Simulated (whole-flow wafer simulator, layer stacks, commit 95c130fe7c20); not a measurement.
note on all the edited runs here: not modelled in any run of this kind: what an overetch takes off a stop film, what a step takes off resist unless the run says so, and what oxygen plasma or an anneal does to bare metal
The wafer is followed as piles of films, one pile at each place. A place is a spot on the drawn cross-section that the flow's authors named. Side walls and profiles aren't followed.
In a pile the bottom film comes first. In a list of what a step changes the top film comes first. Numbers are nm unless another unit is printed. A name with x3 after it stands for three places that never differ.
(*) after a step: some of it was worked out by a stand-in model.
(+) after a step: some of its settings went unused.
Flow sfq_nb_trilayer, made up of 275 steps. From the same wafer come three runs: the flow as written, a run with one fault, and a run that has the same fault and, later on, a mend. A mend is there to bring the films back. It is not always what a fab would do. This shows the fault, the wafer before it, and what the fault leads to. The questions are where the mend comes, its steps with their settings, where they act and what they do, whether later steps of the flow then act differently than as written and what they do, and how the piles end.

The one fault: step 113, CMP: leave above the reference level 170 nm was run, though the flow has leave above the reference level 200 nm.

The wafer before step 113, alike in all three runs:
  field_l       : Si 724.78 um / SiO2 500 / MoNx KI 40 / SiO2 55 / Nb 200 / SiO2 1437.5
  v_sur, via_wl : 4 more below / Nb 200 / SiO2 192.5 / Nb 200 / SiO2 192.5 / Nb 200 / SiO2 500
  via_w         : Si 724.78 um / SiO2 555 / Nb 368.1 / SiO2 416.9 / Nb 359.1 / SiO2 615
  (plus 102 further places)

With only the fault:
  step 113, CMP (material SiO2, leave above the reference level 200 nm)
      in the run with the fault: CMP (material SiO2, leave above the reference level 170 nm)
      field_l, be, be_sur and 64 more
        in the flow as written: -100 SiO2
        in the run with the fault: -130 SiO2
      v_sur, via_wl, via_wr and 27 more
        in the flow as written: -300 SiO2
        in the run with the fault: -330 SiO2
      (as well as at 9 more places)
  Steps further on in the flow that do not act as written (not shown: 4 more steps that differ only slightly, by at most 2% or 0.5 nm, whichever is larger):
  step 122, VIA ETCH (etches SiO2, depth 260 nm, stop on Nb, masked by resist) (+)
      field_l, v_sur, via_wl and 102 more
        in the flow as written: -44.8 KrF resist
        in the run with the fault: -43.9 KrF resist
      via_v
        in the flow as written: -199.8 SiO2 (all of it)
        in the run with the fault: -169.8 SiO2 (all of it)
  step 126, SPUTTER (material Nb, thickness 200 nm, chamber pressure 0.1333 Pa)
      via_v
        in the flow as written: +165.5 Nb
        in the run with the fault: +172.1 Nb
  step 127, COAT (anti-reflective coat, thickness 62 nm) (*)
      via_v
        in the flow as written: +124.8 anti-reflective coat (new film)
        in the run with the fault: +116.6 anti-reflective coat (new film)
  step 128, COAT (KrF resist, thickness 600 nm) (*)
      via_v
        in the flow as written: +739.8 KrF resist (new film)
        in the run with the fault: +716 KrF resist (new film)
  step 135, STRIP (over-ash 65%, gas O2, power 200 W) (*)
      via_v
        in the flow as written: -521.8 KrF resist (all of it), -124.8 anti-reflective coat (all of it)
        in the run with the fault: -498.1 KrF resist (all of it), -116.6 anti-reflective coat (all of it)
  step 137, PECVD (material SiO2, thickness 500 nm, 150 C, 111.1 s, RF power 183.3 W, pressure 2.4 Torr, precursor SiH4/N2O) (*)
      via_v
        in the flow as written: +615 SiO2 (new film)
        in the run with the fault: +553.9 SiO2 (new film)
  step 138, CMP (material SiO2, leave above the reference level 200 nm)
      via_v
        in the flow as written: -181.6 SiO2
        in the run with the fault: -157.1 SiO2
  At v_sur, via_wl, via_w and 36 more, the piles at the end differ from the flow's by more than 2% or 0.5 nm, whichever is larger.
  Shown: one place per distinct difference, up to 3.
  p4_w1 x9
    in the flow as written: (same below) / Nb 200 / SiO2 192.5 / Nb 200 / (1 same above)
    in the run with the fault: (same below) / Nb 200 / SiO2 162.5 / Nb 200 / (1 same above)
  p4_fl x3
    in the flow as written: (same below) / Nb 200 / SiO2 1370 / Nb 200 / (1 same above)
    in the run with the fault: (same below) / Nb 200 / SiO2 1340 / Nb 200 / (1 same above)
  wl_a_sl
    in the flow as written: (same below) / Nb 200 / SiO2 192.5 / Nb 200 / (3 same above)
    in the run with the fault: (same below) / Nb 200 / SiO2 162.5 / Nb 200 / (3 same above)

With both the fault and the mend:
  The mend follows step 120.
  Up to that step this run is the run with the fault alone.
  step 120a, STRIP (over-ash 65%, gas O2, power 200 W) (*)
      field_l, v_sur, via_wl and 102 more
        -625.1 KrF resist (all of it), -62 anti-reflective coat (all of it)
      via_v
        -62 anti-reflective coat (all of it)
  step 120b, PECVD (material SiO2, thickness 30 nm, 150 C, 6.667 s, RF power 183.3 W, pressure 2.4 Torr, precursor SiH4/N2O) (the flow's step 112, run once more with other settings)
      field_l, v_sur, via_wl and 103 more
        +30 SiO2
  step 120c, COAT (anti-reflective coat, thickness 62 nm) (the flow's step 115, run once more)
      field_l, v_sur, via_wl and 103 more
        +62 anti-reflective coat (new film)
  step 120d, COAT (KrF resist, thickness 650 nm) (the flow's step 116, run once more)
      field_l, v_sur, via_wl and 103 more
        +650 KrF resist (new film)
  step 120e, SOFTBAKE (KrF resist) (the flow's step 117, run once more)
      does not change any film at any place that is followed
  step 120f, EXPOSE (photomask I3, dose 11.91 mJ/cm2, NA 0.6, wavelength 248 nm) (*) (the flow's step 118, run once more)
      does not change any film at any place that is followed
  step 120g, PEB (KrF resist, 90 s) (the flow's step 119, run once more)
      field_l, v_sur, via_wl and 103 more
        -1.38 KrF resist
  step 120h, DEVELOP (KrF resist, thickness 650 nm, 60 s) (the flow's step 120, run once more)
      field_l, v_sur, via_wl and 102 more
        -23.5 KrF resist
      via_v
        -648.6 KrF resist (all of it)
  None of the later steps of the flow differs from how it acts as written, at any place that is followed, by more than 2% or 0.5 nm, whichever is larger.
  By the end, the piles equal the flow's at every place that both follow.
